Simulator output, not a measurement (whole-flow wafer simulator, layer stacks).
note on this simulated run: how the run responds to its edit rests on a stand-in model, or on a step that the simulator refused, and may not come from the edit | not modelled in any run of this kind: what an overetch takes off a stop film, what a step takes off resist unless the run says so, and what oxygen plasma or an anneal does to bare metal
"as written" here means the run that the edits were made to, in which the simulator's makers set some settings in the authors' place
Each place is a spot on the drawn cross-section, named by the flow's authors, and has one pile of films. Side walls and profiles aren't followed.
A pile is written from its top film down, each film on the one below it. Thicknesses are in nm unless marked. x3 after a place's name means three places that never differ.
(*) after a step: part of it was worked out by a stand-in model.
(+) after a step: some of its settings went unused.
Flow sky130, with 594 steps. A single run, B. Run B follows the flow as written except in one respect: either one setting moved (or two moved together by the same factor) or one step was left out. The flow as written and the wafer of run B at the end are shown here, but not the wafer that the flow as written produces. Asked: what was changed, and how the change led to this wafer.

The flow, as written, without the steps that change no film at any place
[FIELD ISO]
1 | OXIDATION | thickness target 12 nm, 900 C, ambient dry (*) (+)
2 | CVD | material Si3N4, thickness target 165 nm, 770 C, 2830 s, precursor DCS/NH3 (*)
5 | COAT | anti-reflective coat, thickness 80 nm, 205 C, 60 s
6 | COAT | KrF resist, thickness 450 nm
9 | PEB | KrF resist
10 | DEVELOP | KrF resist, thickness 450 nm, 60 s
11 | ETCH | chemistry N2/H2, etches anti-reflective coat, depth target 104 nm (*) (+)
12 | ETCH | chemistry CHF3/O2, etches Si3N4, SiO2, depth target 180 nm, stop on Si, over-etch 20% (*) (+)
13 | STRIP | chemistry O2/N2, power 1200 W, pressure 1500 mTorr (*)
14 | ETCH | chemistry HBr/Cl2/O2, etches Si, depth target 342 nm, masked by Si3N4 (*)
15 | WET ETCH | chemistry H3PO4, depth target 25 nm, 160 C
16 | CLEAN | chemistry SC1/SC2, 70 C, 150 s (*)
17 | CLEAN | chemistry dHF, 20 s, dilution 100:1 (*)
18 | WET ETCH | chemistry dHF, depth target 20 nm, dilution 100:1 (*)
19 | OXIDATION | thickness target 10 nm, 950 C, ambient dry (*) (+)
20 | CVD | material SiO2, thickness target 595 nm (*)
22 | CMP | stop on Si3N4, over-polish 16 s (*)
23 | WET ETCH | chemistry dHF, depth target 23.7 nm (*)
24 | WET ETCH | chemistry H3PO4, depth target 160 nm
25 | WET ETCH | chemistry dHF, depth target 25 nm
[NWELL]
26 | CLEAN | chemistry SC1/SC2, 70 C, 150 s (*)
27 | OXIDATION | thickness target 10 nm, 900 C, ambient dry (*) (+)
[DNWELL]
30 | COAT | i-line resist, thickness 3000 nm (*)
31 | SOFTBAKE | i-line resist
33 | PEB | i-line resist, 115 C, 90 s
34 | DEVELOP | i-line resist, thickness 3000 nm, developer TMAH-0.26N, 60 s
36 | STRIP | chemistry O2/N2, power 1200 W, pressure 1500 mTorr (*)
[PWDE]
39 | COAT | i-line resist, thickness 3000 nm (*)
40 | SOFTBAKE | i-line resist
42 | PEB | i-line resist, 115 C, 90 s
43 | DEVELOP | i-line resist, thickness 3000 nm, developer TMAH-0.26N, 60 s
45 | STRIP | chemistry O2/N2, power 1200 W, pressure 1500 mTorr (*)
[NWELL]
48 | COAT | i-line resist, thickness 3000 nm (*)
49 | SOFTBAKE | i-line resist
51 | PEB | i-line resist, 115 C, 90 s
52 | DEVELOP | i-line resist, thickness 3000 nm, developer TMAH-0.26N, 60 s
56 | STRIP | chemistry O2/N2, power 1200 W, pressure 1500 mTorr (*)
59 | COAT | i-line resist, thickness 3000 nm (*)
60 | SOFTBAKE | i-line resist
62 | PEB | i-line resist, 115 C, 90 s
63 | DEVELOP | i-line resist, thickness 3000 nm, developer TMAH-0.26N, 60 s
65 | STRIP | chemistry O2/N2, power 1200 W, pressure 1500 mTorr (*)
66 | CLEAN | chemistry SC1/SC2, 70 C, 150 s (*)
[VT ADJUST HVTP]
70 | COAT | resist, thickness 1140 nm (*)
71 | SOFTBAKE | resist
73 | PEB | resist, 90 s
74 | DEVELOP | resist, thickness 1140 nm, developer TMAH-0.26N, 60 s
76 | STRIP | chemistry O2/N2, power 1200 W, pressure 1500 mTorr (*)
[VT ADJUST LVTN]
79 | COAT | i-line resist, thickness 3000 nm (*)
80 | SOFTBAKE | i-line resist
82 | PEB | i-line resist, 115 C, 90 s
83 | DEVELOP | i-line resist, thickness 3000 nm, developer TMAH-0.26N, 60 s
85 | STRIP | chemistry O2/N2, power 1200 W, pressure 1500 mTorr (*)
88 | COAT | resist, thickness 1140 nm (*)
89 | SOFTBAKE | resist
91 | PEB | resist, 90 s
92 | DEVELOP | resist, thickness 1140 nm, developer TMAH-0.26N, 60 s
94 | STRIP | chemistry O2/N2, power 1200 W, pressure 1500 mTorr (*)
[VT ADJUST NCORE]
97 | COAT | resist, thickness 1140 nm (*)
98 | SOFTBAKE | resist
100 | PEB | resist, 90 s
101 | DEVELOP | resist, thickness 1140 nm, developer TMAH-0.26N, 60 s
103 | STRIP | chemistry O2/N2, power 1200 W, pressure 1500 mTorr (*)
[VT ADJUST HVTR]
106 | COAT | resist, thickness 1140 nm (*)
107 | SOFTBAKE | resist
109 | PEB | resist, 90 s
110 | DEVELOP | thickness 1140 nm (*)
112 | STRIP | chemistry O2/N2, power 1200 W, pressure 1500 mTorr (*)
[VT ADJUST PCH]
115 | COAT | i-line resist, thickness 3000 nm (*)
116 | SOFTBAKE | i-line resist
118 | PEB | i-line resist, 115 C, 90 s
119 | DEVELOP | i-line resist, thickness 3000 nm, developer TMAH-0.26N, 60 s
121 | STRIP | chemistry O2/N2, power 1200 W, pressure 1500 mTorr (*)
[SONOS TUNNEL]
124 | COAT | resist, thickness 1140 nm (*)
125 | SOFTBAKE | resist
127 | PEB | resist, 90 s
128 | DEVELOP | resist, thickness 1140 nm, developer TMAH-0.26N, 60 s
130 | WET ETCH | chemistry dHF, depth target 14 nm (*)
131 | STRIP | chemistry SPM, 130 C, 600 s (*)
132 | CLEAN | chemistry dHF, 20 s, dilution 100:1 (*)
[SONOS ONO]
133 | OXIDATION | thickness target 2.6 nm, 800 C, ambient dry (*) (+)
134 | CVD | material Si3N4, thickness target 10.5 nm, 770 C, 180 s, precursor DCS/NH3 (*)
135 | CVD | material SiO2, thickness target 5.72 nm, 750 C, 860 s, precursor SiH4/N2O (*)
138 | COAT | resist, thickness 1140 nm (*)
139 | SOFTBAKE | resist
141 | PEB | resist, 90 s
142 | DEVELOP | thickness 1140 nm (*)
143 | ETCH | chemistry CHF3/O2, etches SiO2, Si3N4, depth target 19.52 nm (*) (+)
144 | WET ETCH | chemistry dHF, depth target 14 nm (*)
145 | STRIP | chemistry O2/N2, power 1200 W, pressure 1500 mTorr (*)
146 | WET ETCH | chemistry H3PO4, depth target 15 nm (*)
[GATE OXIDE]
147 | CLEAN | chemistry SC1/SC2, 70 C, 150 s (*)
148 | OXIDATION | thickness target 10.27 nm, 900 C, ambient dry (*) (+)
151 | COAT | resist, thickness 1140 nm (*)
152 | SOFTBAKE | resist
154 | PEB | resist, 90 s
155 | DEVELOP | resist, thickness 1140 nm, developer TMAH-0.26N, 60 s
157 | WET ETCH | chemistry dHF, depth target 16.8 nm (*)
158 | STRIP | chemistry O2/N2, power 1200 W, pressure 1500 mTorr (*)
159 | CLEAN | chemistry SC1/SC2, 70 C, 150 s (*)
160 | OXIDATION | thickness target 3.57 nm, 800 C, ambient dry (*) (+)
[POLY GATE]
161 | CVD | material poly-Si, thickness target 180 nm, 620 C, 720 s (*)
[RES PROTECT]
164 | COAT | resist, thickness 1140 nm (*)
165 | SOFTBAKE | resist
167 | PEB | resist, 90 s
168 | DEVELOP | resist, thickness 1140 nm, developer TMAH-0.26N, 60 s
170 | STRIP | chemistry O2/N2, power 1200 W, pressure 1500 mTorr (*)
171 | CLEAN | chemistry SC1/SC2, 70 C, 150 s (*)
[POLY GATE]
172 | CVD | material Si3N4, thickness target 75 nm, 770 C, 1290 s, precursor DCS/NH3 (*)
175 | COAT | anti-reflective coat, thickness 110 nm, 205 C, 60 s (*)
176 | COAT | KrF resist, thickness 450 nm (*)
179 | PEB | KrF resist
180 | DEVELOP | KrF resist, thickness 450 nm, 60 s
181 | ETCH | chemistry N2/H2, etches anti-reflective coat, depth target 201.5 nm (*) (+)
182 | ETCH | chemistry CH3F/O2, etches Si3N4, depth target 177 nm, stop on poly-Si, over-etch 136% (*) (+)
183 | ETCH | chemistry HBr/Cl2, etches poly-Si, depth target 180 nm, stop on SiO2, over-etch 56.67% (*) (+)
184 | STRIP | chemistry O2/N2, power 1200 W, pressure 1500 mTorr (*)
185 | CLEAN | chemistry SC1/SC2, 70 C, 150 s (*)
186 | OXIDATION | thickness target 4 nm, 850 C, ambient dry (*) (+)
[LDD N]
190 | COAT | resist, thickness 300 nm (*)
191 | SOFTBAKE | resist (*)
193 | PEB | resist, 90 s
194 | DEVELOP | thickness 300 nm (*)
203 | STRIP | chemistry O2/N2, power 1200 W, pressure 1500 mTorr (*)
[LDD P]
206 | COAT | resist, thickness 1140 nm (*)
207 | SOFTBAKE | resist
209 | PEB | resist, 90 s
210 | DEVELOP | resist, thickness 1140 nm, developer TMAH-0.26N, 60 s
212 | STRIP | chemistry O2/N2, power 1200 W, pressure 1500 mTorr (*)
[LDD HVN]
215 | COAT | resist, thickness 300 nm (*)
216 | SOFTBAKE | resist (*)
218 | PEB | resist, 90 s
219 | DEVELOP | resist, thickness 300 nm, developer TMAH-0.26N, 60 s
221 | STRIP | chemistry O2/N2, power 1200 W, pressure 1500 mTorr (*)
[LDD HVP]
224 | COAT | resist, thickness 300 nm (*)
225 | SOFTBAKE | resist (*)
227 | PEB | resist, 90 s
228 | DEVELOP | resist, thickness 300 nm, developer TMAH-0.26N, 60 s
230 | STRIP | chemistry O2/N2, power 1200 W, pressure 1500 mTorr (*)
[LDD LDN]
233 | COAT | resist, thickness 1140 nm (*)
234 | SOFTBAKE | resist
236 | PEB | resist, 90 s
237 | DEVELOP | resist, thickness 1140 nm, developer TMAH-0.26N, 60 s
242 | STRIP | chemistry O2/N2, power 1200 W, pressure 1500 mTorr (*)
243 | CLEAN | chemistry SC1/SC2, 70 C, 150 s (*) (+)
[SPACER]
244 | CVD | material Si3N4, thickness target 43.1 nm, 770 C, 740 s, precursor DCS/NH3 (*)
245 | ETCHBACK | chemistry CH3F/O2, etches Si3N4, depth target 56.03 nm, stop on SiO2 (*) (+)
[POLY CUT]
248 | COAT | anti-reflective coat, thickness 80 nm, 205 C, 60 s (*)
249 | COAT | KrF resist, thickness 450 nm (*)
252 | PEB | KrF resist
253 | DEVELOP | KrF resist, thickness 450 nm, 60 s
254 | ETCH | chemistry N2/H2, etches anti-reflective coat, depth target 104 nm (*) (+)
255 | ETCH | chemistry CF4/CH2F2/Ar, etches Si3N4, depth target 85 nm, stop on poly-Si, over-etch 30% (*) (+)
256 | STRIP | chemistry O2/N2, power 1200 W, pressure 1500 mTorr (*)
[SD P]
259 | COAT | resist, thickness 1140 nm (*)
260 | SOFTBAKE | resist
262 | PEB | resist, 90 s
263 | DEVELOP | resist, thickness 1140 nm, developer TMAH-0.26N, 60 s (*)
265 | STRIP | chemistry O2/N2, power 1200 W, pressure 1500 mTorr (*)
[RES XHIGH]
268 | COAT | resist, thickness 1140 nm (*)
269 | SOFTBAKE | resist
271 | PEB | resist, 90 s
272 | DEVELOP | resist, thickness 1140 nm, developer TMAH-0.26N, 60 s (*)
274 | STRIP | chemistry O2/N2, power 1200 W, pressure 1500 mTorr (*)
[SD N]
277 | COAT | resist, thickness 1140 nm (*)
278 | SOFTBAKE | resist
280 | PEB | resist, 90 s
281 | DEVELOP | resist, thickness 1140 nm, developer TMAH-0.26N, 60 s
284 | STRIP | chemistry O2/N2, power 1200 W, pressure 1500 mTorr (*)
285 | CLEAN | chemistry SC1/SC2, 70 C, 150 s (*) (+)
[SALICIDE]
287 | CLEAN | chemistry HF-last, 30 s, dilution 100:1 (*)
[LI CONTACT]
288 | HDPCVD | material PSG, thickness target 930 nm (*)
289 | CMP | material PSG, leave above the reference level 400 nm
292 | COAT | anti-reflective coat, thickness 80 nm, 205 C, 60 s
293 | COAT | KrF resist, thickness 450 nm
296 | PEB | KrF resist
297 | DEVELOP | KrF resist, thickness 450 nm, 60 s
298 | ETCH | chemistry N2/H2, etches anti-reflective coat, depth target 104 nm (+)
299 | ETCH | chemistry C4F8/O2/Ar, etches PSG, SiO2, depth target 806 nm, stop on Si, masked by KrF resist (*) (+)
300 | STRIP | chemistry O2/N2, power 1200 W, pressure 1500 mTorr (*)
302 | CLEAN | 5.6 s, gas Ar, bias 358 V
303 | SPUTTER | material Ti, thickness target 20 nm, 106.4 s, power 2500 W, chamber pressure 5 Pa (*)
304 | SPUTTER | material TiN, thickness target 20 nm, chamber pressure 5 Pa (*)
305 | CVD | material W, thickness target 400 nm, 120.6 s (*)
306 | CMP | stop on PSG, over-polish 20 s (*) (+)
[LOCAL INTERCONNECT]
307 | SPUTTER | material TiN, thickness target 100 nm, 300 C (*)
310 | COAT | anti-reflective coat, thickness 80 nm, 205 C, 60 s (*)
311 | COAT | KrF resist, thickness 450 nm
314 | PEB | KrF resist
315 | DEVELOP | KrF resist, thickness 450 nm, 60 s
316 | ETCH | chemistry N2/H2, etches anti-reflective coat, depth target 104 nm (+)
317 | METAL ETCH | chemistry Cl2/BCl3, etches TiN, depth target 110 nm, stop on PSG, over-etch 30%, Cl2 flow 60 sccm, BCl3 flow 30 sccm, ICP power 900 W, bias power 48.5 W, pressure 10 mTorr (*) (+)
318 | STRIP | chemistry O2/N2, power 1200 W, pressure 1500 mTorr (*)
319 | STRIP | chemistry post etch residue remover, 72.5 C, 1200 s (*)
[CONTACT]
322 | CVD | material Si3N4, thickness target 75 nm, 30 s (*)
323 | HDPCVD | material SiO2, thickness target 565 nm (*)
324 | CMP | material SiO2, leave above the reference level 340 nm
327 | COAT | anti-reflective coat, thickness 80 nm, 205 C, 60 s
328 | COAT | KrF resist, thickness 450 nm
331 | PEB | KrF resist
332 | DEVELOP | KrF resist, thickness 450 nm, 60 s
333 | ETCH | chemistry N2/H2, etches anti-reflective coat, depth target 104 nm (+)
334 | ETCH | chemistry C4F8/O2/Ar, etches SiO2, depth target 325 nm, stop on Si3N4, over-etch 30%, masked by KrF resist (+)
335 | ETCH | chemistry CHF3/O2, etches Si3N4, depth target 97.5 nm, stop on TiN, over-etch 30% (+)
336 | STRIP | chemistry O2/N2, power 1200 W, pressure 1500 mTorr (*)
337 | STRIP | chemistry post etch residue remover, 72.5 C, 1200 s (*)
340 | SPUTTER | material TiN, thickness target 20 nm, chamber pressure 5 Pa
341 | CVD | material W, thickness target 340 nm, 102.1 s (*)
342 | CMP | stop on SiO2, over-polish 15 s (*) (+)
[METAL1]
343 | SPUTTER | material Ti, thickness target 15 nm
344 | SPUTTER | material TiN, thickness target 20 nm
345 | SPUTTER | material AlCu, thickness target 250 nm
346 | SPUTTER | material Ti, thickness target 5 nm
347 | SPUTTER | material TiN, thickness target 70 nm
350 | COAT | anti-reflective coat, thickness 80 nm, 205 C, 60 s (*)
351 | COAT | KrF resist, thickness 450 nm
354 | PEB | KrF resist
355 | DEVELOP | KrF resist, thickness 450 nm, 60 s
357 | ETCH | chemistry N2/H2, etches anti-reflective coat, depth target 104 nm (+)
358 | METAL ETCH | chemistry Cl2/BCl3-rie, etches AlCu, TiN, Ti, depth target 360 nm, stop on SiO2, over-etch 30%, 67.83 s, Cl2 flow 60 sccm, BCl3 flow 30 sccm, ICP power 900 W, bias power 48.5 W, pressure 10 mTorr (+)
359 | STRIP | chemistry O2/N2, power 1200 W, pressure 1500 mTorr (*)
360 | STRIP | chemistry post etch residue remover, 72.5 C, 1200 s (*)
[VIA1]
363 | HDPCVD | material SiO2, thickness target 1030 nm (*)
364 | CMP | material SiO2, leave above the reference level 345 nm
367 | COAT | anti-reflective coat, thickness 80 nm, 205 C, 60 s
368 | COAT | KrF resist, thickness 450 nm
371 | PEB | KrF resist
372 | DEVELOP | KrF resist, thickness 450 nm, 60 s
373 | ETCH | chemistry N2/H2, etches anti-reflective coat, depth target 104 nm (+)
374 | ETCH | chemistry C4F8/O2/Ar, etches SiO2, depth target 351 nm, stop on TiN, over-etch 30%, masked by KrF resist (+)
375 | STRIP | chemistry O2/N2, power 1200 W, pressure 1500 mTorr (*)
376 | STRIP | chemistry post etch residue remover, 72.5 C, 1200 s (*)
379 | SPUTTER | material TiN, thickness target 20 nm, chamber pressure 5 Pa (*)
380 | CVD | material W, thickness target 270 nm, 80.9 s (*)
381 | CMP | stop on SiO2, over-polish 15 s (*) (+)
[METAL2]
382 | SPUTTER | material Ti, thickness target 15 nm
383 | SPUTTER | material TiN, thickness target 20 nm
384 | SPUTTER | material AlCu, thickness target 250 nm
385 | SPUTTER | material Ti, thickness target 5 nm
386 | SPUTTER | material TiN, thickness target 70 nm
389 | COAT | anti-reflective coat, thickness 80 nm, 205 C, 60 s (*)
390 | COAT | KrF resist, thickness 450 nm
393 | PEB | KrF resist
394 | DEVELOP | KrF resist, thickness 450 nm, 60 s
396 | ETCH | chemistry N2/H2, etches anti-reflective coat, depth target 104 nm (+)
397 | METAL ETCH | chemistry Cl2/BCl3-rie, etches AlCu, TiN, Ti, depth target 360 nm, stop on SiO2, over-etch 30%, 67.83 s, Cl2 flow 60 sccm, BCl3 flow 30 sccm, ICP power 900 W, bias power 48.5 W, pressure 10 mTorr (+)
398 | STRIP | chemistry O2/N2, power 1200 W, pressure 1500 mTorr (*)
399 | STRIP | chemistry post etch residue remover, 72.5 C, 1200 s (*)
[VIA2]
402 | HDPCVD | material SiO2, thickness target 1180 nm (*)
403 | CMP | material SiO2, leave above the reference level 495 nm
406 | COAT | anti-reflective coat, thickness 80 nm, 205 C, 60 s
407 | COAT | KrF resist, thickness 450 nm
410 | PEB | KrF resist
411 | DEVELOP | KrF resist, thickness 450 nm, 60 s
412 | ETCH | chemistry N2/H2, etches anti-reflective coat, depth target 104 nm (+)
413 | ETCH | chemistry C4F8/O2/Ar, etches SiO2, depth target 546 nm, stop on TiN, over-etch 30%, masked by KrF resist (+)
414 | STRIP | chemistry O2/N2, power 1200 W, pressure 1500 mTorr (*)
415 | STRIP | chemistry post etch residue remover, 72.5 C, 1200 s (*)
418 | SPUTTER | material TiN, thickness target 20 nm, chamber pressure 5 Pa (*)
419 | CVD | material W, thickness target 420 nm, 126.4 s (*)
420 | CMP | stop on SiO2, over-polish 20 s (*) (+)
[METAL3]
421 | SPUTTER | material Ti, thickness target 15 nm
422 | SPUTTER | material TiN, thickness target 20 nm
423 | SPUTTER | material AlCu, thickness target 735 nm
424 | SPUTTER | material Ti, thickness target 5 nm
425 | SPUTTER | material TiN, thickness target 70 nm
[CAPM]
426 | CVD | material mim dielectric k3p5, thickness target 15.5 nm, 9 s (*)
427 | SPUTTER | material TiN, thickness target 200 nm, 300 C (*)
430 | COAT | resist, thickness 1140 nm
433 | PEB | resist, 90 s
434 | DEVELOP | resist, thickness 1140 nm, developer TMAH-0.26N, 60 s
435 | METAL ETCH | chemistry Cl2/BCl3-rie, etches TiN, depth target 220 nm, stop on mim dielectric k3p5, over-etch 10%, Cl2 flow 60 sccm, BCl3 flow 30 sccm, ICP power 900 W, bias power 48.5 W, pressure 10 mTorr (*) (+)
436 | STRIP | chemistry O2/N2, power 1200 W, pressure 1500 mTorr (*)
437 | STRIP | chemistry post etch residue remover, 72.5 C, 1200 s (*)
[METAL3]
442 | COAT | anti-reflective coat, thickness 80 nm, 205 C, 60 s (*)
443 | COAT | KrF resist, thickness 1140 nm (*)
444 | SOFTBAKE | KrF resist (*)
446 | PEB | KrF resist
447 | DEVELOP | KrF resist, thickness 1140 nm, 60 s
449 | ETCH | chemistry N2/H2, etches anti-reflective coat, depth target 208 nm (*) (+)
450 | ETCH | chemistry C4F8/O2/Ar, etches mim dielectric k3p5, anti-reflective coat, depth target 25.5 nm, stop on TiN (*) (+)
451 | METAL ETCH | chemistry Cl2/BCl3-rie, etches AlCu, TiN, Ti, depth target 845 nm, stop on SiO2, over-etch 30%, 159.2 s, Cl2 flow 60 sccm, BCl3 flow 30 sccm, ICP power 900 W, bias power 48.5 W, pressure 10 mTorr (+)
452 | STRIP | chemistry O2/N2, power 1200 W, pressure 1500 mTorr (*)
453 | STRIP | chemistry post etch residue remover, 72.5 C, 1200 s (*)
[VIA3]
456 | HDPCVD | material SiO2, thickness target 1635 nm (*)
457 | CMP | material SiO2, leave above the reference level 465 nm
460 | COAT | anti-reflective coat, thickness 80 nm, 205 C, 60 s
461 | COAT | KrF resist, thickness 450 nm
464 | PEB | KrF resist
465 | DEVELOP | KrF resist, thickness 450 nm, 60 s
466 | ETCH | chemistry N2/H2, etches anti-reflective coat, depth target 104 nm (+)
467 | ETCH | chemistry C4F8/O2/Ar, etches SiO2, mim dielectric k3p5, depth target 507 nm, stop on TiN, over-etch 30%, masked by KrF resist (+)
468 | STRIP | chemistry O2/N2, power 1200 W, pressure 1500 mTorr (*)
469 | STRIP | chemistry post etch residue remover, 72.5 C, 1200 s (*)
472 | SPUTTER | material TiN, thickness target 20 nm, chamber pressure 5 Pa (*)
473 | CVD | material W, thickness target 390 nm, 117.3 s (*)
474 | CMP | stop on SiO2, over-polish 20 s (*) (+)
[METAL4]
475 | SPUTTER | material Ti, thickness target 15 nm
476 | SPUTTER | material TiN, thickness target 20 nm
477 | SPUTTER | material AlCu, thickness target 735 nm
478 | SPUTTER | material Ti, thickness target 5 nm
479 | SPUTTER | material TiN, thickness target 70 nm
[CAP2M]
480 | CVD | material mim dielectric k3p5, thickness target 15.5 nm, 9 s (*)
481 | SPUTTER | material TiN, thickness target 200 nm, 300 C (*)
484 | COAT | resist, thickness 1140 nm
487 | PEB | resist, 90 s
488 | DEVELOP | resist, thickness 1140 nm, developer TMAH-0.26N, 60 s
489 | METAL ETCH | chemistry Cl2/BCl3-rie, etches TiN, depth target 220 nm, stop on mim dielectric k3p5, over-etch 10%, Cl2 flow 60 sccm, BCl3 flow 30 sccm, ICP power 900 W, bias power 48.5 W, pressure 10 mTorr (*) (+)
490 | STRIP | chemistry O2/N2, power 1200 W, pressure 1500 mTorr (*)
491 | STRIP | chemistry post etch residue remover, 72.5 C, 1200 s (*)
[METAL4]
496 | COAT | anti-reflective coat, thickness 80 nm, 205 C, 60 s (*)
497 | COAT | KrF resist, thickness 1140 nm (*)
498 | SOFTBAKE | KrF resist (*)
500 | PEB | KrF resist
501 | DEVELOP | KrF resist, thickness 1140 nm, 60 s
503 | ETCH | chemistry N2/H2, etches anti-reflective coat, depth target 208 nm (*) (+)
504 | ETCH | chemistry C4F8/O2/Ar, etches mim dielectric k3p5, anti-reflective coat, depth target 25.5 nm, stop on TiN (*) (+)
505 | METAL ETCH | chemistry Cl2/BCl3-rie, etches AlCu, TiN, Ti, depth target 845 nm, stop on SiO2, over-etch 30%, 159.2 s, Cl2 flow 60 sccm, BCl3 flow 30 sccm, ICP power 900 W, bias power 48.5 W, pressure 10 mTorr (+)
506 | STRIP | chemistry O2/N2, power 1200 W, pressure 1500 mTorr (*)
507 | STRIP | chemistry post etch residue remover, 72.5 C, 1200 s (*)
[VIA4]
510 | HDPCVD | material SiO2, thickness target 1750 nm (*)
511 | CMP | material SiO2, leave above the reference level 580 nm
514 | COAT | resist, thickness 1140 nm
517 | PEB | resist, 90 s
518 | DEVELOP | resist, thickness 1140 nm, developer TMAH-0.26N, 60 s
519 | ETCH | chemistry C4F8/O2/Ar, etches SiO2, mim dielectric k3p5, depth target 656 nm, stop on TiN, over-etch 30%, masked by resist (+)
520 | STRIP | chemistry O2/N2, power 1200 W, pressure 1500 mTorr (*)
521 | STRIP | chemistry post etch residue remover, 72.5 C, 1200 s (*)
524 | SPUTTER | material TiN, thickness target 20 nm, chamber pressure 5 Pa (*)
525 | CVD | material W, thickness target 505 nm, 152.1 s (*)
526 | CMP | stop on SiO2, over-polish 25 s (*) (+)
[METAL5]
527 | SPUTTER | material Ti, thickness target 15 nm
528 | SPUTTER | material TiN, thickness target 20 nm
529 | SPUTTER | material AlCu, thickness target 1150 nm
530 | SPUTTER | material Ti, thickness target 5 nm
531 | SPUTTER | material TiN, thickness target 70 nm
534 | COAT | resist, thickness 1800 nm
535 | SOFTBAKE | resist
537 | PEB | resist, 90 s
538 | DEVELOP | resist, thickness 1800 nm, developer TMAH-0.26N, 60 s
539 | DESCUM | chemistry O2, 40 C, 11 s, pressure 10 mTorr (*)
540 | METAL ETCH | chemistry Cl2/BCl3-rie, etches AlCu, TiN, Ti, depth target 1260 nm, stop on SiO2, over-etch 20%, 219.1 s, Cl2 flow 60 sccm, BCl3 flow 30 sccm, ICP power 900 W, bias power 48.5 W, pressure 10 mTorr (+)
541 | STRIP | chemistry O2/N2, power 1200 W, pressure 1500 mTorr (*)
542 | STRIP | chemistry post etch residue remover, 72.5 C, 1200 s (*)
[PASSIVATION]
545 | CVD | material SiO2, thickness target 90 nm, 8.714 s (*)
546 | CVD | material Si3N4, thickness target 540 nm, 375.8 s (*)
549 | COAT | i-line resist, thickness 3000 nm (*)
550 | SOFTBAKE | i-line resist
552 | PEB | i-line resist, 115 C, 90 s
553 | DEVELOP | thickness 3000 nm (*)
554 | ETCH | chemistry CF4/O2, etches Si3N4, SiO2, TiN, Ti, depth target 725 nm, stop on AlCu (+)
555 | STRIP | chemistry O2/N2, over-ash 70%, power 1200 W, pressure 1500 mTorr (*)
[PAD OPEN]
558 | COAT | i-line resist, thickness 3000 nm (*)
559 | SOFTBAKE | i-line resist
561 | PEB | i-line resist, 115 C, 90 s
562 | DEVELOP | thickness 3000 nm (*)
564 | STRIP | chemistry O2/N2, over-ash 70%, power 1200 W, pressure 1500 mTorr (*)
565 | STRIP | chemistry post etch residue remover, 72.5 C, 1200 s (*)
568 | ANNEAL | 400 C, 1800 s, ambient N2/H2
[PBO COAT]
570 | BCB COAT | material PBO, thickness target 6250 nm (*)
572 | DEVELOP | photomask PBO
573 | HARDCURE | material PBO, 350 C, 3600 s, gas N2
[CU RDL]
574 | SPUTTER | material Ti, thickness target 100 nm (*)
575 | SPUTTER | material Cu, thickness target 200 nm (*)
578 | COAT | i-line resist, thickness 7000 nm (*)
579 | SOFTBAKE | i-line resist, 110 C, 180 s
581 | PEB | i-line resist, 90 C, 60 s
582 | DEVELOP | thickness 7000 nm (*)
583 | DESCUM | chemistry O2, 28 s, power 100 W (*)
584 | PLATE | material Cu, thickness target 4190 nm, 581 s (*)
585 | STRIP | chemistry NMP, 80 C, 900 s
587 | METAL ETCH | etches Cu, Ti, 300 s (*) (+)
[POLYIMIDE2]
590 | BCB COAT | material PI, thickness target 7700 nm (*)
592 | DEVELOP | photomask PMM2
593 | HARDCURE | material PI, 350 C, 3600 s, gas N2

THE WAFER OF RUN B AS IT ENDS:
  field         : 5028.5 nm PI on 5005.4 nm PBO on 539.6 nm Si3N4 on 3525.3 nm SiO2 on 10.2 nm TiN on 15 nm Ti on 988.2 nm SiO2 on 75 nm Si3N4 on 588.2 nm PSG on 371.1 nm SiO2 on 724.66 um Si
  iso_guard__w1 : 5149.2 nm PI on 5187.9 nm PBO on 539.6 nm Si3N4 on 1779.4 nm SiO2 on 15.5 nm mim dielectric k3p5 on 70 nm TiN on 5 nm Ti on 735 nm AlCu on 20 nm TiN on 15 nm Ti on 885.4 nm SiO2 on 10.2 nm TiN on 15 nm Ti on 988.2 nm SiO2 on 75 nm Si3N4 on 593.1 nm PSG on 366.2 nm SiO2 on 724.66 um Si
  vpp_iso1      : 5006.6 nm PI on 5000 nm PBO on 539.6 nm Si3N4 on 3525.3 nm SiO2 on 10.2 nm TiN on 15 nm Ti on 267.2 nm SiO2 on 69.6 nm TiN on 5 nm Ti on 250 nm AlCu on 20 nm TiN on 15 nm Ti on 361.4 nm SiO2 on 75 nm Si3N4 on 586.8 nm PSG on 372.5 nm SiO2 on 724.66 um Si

Cause: step 383, SPUTTER: thickness target 30 nm was run, though the flow has thickness target 20 nm; step 384, SPUTTER: thickness target 375 nm was run, where the flow has thickness target 250 nm.

Step by step, how the change led to this:
  383 | SPUTTER | material TiN, thickness target 20 nm
      field, active, n_well and 188 more: TiN gains 30 (new film) (as written it would have been: TiN gains 20 (new film))
  384 | SPUTTER | material AlCu, thickness target 250 nm
      field, active, n_well and 188 more: AlCu gains 375 (new film) (as written it would have been: AlCu gains 250 (new film))
  397 | METAL ETCH | chemistry Cl2/BCl3-rie, etches AlCu, TiN, Ti, depth target 360 nm, stop on SiO2, over-etch 30%, 67.83 s, Cl2 flow 60 sccm, BCl3 flow 30 sccm, ICP power 900 W, bias power 48.5 W, pressure 10 mTorr (+)
      field, active, gate and 82 more: TiN loses 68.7 (all of it), Ti loses 5 (all of it), AlCu loses 375 (all of it), TiN loses 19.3 (as written it would have been: TiN loses 68.7 (all of it), Ti loses 5 (all of it), AlCu loses 250 (all of it), TiN loses 20 (all of it), Ti loses 15 (all of it), SiO2 loses 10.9)
  402 | HDPCVD | material SiO2, thickness target 1180 nm (*)
      field, active, gate and 82 more: SiO2 gains 1180 (new film) (as written it would have been: SiO2 gains 1180)
  403 | CMP | material SiO2, leave above the reference level 495 nm
      field, active, gate and 82 more: SiO2 loses 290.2 (as written it would have been: SiO2 loses 389.1)
If metal films that touch count as one body, field has 1 body; the flow as written gives 0 bodies.
If metal films that touch count as one body, iso_guard__w1 has 2 bodies (between them, from the top down: SiO2 885.4); the flow as written gives 1 body.
If metal films that touch count as one body, vpp_iso1 has 2 bodies (between them, from the top down: SiO2 267.2); the flow as written gives 1 body.
